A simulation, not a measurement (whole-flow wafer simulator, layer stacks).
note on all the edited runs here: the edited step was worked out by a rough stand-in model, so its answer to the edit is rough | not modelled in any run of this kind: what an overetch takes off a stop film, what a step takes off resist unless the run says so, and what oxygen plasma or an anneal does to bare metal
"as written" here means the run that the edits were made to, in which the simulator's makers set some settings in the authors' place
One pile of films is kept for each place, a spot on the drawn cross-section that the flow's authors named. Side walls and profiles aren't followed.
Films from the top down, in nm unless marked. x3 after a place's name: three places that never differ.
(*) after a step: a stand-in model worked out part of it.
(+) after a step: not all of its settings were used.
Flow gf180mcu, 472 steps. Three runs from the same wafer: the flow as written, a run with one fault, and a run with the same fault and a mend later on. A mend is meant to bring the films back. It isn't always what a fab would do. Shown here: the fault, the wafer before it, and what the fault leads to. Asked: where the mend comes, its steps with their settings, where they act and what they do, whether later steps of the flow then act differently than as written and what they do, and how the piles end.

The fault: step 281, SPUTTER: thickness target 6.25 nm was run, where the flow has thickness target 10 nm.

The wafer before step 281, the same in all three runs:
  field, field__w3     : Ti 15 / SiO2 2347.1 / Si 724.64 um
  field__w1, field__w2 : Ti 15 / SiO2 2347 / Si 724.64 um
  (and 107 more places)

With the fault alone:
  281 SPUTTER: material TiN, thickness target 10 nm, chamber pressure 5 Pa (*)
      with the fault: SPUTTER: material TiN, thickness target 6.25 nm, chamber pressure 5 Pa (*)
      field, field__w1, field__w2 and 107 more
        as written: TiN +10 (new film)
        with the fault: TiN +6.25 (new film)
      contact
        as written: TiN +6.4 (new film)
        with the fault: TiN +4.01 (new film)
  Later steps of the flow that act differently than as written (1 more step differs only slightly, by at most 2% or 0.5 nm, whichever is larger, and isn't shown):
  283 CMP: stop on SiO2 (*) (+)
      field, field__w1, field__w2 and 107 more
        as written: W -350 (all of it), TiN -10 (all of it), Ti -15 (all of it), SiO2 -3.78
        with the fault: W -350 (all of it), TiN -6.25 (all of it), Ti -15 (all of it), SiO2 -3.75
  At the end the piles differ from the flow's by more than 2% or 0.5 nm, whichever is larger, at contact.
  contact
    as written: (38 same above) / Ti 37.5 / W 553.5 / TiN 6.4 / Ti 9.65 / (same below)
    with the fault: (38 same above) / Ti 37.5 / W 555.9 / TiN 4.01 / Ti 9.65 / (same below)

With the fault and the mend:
  The mend comes after step 281.
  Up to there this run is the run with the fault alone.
  281a SPUTTER: material TiN, thickness target 3.75 nm, chamber pressure 5 Pa (*) (the flow's step 281 once more, with other settings)
      field, field__w1, field__w2 and 107 more
        TiN +3.75
      contact
        TiN +2.4
  No later step of the flow acts differently than as written at any place that is followed.
  At the end the piles are the same as the flow's at every place that both follow.
